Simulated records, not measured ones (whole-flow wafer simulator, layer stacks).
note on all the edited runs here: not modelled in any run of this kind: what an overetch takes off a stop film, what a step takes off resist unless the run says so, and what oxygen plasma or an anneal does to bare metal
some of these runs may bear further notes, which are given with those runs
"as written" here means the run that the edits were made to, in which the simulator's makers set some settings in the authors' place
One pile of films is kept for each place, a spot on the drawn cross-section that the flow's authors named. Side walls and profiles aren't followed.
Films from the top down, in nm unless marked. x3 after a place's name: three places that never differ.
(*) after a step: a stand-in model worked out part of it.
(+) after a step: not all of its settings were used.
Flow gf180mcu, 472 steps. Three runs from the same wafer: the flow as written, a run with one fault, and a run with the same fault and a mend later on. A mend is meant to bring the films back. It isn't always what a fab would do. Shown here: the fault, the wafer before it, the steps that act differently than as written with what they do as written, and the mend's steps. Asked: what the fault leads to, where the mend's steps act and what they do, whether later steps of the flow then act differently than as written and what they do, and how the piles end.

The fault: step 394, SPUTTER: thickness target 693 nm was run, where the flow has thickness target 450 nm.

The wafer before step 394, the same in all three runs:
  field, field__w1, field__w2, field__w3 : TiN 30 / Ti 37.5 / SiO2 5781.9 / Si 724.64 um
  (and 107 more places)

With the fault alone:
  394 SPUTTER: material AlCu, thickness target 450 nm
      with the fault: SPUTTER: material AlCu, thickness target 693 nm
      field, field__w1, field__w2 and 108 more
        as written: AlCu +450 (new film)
        with the fault: AlCu +693 (new film)
  Later steps of the flow that act differently than as written (1 more step differs only slightly, by at most 2% or 0.5 nm, whichever is larger, and isn't shown):
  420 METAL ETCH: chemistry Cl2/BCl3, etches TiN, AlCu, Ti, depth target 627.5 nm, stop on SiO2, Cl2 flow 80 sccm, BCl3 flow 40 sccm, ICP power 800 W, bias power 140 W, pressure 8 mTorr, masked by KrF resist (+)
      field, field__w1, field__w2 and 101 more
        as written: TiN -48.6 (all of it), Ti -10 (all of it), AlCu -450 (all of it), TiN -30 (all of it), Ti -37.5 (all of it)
        with the fault: TiN -48.6 (all of it), Ti -10 (all of it), AlCu -568.9
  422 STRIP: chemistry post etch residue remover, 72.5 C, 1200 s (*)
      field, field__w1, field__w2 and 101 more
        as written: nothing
        with the fault: AlCu -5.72
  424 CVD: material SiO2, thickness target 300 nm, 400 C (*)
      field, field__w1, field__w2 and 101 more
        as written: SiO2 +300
        with the fault: SiO2 +300 (new film)
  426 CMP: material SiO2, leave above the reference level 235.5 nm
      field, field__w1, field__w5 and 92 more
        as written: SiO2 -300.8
        with the fault: SiO2 -243.7
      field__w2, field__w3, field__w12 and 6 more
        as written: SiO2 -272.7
        with the fault: SiO2 -212.9
  At the end the piles differ from the flow's by more than 2% or 0.5 nm, whichever is larger, at field, field__w1, field__w2 and 109 more.
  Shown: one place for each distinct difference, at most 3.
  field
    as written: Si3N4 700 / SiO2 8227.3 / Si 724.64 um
    with the fault: Si3N4 700 / SiO2 2502.5 / AlCu 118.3 / TiN 30 / Ti 37.5 / SiO2 5781.9 / Si 724.64 um
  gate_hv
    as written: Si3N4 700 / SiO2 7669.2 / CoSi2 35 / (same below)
    with the fault: Si3N4 700 / SiO2 2502.5 / AlCu 118.3 / TiN 30 / Ti 37.5 / SiO2 5223.8 / CoSi2 35 / (same below)
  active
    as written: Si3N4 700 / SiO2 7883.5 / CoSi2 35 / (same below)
    with the fault: Si3N4 700 / SiO2 2502.5 / AlCu 118.3 / TiN 30 / Ti 37.5 / SiO2 5438.1 / CoSi2 35 / (same below)

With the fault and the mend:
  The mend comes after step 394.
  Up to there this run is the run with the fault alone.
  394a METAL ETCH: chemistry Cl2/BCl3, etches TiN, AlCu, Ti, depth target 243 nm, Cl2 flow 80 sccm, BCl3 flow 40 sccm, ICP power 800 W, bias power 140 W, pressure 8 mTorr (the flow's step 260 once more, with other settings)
      field, field__w1, field__w2 and 108 more
        AlCu -243
  No later step of the flow acts differently than as written at any place that is followed.
  At the end the piles are the same as the flow's at every place that both follow.
